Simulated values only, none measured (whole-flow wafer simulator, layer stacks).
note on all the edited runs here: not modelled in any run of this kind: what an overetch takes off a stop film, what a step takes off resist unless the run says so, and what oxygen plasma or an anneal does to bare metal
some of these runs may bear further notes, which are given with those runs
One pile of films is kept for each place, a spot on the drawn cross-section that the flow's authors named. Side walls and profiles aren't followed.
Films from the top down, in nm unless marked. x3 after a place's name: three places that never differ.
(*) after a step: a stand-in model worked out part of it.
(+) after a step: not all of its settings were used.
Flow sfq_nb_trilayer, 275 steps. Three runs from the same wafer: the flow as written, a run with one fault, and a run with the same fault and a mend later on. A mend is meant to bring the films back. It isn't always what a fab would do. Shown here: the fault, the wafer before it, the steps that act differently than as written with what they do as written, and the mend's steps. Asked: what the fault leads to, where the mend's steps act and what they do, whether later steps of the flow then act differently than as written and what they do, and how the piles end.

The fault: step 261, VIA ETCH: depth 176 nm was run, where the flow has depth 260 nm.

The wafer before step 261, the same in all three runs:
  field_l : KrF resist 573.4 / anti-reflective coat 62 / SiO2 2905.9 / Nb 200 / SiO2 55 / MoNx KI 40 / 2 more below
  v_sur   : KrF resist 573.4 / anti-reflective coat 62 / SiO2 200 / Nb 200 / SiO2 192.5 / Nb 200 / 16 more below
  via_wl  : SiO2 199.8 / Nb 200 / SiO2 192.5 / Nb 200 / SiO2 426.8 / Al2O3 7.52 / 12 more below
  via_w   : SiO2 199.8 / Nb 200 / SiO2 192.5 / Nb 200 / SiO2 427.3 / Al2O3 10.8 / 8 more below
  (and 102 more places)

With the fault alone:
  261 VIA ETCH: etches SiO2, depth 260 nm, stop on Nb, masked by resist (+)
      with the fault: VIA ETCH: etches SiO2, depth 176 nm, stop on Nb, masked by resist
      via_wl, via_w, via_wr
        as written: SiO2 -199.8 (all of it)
        with the fault: SiO2 -176
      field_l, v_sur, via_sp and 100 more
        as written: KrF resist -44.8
        with the fault: KrF resist -30.3
  Later steps of the flow that act differently than as written (3 more steps differ only slightly, by at most 2% or 0.5 nm, whichever is larger, and aren't shown):
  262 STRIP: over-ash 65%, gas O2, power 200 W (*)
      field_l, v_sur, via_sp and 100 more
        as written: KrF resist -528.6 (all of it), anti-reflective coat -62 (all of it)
        with the fault: KrF resist -543.1 (all of it), anti-reflective coat -62 (all of it)
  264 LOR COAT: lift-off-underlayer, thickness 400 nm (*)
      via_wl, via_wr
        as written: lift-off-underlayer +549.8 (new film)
        with the fault: lift-off-underlayer +531.9 (new film)
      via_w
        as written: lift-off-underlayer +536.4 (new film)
        with the fault: lift-off-underlayer +520.2 (new film)
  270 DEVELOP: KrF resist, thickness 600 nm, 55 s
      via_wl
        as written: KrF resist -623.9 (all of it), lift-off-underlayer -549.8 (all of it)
        with the fault: KrF resist -620.9 (all of it), lift-off-underlayer -531.9 (all of it)
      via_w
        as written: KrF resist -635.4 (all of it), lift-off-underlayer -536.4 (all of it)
        with the fault: KrF resist -631.1 (all of it), lift-off-underlayer -520.2 (all of it)
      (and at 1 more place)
  At the end the piles differ from the flow's by more than 2% or 0.5 nm, whichever is larger, at via_wl, via_w, via_wr.
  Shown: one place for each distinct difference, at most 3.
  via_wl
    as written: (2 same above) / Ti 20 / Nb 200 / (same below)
    with the fault: (2 same above) / Ti 20 / SiO2 23.8 / Nb 200 / (same below)

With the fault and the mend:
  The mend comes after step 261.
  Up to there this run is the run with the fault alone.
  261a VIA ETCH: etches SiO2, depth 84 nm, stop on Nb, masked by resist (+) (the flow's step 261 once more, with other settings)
      field_l, v_sur, via_sp and 100 more
        KrF resist -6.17
      via_wl, via_w, via_wr
        SiO2 -23.8 (all of it)
  No later step of the flow acts differently than as written, at any place that is followed, by more than 2% or 0.5 nm, whichever is larger.
  At the end the piles are the same as the flow's at every place that both follow.
